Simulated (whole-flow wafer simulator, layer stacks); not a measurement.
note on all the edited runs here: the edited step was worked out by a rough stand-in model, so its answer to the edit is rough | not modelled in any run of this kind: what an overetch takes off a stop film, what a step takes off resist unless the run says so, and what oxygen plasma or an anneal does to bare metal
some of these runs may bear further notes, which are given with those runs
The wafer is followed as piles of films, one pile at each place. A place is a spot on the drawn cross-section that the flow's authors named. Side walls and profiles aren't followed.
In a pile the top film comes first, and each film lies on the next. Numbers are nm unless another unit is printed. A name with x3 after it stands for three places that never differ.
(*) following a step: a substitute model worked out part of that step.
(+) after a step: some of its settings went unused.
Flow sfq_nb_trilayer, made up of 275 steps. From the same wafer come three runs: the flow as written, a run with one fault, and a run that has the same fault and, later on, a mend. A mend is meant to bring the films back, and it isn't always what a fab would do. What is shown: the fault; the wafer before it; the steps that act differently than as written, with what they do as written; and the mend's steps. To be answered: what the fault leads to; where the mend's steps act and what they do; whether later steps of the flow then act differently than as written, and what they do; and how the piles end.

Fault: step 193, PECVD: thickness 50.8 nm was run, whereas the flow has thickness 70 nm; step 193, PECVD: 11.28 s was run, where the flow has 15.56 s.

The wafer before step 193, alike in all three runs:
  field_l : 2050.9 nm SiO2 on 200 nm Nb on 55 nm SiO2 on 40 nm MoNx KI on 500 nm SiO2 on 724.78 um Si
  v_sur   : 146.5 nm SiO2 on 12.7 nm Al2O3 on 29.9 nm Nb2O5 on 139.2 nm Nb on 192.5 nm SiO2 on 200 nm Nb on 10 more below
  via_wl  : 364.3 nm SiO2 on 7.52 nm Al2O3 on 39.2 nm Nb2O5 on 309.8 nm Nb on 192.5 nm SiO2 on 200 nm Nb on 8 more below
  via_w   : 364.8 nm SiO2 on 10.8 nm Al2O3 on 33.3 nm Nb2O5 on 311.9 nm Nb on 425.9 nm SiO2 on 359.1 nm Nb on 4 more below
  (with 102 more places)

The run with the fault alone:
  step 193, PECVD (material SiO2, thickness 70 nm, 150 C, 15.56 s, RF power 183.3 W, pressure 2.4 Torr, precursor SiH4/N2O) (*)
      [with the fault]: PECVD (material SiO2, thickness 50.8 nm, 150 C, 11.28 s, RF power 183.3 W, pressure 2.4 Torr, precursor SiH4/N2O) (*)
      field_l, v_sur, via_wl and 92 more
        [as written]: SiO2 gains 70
        [with the fault]: SiO2 gains 50.8
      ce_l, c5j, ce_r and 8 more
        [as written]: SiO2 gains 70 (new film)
        [with the fault]: SiO2 gains 50.8 (new film)
  Steps further on in the flow that do not act as written (not shown: 10 more steps that differ only slightly, by at most 2% or 0.5 nm, whichever is larger):
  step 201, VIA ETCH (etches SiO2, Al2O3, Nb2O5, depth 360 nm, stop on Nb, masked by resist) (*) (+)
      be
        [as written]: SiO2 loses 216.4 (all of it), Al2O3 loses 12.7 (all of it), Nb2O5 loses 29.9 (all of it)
        [with the fault]: SiO2 loses 197.2 (all of it), Al2O3 loses 12.7 (all of it), Nb2O5 loses 29.9 (all of it)
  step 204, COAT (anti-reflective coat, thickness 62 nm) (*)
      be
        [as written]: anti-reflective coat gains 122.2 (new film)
        [with the fault]: anti-reflective coat gains 119.3 (new film)
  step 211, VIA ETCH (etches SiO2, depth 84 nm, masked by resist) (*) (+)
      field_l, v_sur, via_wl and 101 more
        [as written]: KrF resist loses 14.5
        [with the fault]: KrF resist loses 13.1
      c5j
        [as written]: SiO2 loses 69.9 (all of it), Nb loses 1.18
        [with the fault]: SiO2 loses 50.7 (all of it), Nb loses 2.11
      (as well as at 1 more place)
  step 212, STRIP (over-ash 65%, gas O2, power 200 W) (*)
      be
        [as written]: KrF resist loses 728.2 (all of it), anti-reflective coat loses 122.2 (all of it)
        [with the fault]: KrF resist loses 715.8 (all of it), anti-reflective coat loses 119.3 (all of it)
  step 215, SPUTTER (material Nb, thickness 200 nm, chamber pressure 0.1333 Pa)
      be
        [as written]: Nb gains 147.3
        [with the fault]: Nb gains 151.7
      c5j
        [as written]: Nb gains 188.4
        [with the fault]: Nb gains 193.9
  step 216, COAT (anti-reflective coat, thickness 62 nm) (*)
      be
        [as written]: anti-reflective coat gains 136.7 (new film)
        [with the fault]: anti-reflective coat gains 133.1 (new film)
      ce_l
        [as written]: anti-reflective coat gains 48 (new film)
        [with the fault]: anti-reflective coat gains 52.8 (new film)
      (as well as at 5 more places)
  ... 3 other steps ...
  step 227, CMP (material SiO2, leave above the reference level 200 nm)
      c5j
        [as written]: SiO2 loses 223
        [with the fault]: SiO2 loses 232.1
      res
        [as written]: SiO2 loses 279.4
        [with the fault]: SiO2 loses 302.3
  The piles end different from the flow's at v_sur, via_wl, via_w and 32 more by more than 2% or 0.5 nm, whichever is larger.
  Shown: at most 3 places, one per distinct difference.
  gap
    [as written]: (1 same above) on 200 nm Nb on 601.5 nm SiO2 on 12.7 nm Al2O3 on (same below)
    [with the fault]: (1 same above) on 200 nm Nb on 582.3 nm SiO2 on 12.7 nm Al2O3 on (same below)
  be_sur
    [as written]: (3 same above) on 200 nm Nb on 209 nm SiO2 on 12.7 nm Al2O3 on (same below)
    [with the fault]: (3 same above) on 200 nm Nb on 189.8 nm SiO2 on 12.7 nm Al2O3 on (same below)
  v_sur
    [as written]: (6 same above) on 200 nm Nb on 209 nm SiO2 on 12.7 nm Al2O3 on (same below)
    [with the fault]: (6 same above) on 200 nm Nb on 189.8 nm SiO2 on 12.7 nm Al2O3 on (same below)

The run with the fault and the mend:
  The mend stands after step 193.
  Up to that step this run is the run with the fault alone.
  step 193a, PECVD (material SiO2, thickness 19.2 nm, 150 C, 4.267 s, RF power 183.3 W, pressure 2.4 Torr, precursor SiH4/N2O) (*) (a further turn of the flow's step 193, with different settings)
      field_l, v_sur, via_wl and 103 more
        SiO2 gains 19.2
  Every later step of the flow that is run acts as written, at every place that is followed, to within 2% or 0.5 nm, whichever is larger.
  By the end, the piles equal the flow's at every place that both follow.
